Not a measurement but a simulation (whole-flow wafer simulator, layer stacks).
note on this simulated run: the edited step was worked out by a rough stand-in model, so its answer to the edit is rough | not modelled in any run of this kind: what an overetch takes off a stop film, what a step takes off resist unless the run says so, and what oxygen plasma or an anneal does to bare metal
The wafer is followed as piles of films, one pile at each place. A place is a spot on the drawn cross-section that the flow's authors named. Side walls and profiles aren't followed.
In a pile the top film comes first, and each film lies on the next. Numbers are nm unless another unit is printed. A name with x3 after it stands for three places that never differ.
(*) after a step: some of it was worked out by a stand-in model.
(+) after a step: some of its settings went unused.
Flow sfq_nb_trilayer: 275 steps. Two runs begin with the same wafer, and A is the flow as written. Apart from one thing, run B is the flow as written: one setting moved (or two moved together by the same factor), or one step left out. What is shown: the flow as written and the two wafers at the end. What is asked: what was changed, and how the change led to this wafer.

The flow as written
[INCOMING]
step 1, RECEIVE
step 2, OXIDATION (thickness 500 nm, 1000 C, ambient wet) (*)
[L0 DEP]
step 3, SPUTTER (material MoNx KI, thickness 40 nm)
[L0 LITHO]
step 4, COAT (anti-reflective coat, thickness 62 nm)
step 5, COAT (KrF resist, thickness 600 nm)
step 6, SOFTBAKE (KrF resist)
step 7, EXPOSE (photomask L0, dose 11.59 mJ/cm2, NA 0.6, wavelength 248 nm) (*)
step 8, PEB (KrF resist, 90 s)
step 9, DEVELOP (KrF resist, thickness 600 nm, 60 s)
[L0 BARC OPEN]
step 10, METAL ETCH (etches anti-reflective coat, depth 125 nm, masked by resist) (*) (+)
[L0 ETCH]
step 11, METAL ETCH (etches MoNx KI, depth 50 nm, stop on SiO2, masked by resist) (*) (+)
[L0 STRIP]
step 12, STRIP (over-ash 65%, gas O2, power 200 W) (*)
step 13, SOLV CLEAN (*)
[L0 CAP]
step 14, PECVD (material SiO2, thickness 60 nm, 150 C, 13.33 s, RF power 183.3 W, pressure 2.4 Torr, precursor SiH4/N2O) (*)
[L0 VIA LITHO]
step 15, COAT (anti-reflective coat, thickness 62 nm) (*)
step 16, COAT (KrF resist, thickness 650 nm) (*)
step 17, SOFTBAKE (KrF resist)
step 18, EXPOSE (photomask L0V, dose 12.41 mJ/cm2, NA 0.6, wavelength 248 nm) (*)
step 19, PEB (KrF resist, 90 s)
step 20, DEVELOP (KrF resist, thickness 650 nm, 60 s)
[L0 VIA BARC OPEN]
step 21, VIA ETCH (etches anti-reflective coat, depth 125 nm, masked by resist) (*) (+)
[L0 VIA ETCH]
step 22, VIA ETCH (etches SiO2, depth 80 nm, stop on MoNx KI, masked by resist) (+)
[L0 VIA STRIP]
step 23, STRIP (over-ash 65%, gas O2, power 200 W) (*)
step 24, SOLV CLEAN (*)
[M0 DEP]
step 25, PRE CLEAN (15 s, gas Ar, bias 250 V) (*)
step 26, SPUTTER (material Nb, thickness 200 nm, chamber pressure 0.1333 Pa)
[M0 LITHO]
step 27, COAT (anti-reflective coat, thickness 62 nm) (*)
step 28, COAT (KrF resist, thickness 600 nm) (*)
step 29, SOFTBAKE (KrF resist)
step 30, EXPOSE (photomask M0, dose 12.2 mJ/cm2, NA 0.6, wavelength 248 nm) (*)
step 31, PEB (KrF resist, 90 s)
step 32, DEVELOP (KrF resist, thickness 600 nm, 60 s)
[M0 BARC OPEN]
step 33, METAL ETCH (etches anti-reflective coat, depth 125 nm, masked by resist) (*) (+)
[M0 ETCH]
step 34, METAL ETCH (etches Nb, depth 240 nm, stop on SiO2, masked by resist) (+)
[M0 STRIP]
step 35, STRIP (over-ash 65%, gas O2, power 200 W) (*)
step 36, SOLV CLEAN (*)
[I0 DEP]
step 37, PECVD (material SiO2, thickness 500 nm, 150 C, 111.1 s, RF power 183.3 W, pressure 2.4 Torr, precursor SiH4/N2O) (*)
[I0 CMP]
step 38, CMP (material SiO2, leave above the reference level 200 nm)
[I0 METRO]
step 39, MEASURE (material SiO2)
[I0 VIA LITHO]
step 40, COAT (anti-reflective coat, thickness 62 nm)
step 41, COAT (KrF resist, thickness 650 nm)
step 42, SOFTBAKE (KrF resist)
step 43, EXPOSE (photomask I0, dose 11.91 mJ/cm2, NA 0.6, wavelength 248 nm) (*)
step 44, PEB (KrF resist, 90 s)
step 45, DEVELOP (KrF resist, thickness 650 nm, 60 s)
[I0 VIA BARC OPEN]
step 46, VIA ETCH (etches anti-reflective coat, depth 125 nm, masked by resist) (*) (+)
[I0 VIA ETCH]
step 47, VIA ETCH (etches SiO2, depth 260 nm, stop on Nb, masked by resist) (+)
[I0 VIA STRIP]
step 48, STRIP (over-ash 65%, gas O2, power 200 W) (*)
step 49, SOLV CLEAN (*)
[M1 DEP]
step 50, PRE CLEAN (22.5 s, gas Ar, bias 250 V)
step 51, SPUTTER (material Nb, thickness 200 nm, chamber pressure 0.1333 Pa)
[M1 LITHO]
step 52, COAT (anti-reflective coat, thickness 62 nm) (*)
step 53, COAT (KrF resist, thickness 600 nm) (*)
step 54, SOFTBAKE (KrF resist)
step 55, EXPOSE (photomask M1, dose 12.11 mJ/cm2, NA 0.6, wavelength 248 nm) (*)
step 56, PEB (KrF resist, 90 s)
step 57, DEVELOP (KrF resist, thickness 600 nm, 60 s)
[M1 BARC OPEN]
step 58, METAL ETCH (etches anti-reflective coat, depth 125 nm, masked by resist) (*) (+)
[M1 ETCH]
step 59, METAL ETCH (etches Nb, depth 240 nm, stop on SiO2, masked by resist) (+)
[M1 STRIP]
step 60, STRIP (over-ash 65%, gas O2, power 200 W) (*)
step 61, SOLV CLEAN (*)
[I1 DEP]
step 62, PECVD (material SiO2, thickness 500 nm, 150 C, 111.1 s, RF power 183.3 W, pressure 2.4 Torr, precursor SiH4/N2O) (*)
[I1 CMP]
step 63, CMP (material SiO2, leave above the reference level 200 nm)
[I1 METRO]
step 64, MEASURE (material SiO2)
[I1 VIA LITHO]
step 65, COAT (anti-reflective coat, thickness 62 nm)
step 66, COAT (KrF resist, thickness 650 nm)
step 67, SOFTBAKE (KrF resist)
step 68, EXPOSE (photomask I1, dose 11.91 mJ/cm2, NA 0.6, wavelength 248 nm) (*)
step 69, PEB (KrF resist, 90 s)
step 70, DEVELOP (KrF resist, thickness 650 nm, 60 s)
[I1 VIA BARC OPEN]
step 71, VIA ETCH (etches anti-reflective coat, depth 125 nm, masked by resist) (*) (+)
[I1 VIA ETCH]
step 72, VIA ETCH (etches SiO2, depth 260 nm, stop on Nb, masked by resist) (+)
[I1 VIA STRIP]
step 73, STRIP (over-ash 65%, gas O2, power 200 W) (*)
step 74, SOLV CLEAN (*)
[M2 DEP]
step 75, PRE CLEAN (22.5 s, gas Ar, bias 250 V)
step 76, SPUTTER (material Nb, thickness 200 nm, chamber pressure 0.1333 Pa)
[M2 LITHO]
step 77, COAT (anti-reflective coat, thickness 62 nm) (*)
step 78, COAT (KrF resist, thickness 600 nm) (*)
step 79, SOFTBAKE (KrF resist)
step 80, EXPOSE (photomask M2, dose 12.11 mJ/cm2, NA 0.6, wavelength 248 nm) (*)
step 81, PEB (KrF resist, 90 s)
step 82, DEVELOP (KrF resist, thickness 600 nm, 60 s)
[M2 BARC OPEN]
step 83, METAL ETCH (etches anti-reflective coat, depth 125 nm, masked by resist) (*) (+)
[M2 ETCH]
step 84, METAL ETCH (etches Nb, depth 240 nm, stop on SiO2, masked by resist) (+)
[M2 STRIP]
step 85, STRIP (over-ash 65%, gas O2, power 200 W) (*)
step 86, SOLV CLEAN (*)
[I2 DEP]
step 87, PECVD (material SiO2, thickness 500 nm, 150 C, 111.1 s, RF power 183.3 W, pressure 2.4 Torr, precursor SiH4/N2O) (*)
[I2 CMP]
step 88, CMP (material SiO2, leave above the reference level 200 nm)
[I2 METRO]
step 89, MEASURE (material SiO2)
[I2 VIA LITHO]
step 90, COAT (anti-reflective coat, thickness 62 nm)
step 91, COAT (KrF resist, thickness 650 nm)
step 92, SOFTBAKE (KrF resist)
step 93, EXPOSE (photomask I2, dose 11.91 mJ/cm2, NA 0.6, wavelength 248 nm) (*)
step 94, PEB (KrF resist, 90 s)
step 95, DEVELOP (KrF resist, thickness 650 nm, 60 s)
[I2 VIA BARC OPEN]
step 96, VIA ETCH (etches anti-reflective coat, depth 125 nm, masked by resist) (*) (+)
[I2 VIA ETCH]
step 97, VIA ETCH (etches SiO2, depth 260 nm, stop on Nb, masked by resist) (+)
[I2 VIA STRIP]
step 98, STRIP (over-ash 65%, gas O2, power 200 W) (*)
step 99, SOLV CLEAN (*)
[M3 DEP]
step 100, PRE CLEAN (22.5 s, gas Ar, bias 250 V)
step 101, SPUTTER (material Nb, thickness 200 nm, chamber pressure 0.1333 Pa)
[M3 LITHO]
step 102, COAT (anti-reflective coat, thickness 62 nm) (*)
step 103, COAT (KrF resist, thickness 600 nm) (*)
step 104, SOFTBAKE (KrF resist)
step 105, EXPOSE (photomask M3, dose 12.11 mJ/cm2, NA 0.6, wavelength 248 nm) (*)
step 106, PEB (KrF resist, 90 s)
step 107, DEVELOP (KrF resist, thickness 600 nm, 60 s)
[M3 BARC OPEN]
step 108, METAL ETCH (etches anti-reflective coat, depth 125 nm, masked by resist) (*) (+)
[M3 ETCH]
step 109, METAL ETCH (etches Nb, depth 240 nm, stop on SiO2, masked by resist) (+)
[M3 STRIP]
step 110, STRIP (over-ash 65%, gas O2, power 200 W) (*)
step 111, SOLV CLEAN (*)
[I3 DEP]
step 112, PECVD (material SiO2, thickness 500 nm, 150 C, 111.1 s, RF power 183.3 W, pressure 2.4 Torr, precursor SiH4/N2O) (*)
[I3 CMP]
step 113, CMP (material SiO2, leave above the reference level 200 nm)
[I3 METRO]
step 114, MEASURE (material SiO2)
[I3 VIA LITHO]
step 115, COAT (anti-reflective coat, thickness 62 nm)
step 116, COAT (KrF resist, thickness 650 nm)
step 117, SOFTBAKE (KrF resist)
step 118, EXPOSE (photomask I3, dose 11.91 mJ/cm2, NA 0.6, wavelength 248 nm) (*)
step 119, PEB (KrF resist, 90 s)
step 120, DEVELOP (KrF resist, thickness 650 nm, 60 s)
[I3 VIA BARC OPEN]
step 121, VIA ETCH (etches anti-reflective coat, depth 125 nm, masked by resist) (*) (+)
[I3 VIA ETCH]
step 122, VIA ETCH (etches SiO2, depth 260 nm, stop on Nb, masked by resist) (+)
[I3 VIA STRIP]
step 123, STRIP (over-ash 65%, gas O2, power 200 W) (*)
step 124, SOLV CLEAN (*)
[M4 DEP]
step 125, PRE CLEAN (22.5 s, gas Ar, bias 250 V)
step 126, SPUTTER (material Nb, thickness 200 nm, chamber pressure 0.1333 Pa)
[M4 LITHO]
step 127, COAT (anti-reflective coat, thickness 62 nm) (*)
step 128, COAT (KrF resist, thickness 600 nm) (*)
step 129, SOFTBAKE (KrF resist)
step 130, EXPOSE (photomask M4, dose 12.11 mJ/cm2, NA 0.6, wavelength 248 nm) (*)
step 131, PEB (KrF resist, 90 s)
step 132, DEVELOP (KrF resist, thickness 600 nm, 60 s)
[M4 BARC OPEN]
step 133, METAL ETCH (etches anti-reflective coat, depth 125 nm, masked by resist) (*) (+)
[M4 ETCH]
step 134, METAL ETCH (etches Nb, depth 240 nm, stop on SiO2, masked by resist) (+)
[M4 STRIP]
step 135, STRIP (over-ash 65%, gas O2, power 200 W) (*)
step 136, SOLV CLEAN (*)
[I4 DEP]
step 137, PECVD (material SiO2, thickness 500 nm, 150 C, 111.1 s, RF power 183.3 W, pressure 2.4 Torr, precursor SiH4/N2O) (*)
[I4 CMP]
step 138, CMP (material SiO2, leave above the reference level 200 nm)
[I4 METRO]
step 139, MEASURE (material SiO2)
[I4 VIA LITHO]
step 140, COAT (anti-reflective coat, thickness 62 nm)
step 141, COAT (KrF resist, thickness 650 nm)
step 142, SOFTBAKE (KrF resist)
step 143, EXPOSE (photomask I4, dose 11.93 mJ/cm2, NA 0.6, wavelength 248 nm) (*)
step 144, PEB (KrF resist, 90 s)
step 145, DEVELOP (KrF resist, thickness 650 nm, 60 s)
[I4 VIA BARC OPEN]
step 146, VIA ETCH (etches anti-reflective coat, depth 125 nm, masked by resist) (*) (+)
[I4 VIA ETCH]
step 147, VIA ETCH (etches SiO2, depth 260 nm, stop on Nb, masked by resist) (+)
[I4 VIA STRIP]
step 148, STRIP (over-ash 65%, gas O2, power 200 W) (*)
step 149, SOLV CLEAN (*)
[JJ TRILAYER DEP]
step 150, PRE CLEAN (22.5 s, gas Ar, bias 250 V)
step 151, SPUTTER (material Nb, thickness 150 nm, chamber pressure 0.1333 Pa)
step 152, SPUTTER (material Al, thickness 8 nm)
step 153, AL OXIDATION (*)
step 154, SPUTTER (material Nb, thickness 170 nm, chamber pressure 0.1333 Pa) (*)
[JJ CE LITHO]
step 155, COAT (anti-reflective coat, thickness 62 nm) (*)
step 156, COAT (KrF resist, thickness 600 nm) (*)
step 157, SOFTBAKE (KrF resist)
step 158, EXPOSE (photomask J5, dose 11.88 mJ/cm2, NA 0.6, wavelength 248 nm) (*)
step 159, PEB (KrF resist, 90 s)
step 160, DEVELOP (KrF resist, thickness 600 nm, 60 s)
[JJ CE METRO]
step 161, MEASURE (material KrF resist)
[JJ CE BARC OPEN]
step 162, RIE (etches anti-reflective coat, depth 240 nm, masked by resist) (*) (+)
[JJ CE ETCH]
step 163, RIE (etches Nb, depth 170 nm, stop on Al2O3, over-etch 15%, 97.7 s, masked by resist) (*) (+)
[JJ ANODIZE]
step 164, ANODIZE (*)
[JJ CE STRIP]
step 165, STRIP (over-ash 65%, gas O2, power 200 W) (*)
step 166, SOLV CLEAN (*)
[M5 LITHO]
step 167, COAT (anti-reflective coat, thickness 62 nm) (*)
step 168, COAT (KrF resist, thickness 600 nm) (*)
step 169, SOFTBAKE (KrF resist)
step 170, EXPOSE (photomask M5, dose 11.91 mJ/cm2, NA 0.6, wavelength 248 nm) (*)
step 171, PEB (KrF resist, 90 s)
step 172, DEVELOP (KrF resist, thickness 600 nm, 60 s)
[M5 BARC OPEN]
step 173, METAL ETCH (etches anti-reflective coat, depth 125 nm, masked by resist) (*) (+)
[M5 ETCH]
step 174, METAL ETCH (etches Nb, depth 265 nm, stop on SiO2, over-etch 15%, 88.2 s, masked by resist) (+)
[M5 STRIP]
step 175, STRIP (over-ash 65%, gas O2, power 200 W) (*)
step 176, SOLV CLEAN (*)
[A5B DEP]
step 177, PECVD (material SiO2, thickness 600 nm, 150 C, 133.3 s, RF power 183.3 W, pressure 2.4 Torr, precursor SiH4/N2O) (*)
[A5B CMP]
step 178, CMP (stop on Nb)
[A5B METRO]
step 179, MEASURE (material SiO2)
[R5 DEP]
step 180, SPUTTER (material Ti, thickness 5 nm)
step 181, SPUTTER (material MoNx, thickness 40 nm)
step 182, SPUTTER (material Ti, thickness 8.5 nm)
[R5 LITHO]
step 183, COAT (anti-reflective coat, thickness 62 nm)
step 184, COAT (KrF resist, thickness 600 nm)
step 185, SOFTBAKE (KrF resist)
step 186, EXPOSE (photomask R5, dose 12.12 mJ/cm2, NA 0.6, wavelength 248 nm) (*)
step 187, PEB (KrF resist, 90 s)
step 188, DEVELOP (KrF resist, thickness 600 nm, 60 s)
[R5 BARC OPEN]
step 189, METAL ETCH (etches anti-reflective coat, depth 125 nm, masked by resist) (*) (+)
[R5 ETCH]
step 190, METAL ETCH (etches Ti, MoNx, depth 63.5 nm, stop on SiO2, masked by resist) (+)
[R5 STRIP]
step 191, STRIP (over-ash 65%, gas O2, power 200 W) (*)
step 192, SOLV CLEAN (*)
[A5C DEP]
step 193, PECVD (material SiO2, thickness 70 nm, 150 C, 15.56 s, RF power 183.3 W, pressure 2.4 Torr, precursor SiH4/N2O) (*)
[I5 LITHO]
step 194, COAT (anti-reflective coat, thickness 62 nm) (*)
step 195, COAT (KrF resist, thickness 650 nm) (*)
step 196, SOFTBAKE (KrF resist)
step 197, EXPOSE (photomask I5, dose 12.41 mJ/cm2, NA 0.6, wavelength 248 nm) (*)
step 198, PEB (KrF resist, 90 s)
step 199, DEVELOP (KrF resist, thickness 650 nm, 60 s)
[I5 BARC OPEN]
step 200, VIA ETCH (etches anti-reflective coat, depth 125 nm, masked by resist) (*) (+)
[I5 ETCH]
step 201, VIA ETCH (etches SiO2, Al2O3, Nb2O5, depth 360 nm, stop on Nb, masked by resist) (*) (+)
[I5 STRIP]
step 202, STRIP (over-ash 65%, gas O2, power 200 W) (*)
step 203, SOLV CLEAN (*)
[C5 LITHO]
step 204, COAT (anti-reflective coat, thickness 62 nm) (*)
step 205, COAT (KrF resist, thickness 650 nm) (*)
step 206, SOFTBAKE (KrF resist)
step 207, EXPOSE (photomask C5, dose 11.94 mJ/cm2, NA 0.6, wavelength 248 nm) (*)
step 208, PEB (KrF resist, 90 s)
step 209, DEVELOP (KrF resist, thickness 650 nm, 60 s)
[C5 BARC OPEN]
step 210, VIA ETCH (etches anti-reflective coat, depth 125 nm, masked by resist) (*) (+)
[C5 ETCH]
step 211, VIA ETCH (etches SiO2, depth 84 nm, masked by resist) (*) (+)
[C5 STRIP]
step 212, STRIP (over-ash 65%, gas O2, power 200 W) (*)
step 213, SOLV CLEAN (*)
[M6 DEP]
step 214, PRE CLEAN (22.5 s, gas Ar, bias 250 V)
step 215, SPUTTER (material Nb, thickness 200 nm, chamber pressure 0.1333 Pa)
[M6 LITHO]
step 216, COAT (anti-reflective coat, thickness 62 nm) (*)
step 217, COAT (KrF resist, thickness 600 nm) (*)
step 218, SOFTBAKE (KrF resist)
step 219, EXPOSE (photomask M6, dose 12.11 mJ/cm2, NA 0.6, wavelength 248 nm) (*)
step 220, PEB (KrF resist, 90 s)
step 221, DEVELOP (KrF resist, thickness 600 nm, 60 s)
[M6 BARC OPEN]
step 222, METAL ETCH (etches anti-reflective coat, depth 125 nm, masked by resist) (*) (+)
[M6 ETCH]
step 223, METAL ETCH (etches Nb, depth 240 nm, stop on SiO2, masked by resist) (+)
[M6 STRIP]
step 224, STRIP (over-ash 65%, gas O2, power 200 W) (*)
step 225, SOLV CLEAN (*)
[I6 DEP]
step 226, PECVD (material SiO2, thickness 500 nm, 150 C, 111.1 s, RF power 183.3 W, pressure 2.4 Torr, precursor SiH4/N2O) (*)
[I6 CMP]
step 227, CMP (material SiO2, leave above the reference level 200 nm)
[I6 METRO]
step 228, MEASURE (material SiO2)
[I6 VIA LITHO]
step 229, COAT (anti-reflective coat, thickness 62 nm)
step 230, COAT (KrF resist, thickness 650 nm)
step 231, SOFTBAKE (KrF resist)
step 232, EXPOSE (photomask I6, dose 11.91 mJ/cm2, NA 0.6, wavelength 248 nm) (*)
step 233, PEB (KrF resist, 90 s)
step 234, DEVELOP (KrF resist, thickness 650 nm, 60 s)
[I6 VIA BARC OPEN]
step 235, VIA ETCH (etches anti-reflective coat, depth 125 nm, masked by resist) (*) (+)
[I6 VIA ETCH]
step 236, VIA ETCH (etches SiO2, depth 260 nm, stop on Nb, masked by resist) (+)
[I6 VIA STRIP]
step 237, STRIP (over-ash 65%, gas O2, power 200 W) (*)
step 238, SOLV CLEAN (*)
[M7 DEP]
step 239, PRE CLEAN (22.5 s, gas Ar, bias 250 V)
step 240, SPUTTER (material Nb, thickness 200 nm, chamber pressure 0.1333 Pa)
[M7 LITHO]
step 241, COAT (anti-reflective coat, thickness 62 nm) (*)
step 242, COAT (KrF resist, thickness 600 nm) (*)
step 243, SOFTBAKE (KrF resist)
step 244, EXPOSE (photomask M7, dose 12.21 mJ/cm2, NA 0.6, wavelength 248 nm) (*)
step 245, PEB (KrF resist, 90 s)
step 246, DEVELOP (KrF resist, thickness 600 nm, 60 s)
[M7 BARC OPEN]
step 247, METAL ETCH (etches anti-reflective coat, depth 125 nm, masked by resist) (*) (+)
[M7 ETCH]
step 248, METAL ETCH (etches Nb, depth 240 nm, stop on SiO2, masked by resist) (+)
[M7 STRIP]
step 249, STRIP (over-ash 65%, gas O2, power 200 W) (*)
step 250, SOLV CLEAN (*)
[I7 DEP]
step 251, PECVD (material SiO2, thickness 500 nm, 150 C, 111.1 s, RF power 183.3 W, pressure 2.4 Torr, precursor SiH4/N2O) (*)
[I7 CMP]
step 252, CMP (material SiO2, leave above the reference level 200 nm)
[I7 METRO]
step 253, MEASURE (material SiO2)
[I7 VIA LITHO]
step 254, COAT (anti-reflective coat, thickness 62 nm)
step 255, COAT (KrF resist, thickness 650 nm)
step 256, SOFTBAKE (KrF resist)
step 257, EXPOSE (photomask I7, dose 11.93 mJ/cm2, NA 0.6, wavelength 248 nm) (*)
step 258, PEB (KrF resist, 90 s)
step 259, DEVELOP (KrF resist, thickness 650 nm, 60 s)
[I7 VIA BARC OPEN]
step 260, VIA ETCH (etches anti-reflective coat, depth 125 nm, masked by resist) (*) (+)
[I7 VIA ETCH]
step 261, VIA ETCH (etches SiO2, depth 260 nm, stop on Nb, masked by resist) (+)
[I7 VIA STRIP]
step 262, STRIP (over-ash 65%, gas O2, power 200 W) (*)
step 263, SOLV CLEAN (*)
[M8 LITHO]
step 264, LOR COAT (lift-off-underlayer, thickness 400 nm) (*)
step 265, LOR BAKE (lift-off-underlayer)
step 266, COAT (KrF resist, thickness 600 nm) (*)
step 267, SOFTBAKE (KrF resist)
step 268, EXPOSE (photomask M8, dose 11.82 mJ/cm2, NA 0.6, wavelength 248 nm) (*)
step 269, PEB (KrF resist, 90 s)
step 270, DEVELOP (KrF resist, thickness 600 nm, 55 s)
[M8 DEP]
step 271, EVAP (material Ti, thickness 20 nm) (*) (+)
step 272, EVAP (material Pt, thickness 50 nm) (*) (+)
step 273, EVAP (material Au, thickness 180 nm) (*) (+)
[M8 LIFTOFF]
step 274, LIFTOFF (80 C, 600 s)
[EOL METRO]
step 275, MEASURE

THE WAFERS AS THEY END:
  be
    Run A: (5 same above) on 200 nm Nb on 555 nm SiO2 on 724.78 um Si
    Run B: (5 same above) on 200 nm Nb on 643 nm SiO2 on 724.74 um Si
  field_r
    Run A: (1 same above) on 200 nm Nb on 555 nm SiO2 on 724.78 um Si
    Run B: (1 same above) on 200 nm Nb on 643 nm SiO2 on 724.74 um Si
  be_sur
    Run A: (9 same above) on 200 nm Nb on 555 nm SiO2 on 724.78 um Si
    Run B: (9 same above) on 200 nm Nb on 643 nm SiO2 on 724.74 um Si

The reason: step 2, OXIDATION: thickness 588 nm was run, while the flow as written has thickness 500 nm.

The path from the change to this, step by step:
  step 2, OXIDATION (thickness 500 nm, 1000 C, ambient wet) (*)
      field_l, v_sur, via_wl and 103 more: A +500 SiO2 (new film), -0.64 chemical SiO2 (all of it), -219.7 Si | B +588 SiO2 (new film), -0.64 chemical SiO2 (all of it), -258.4 Si
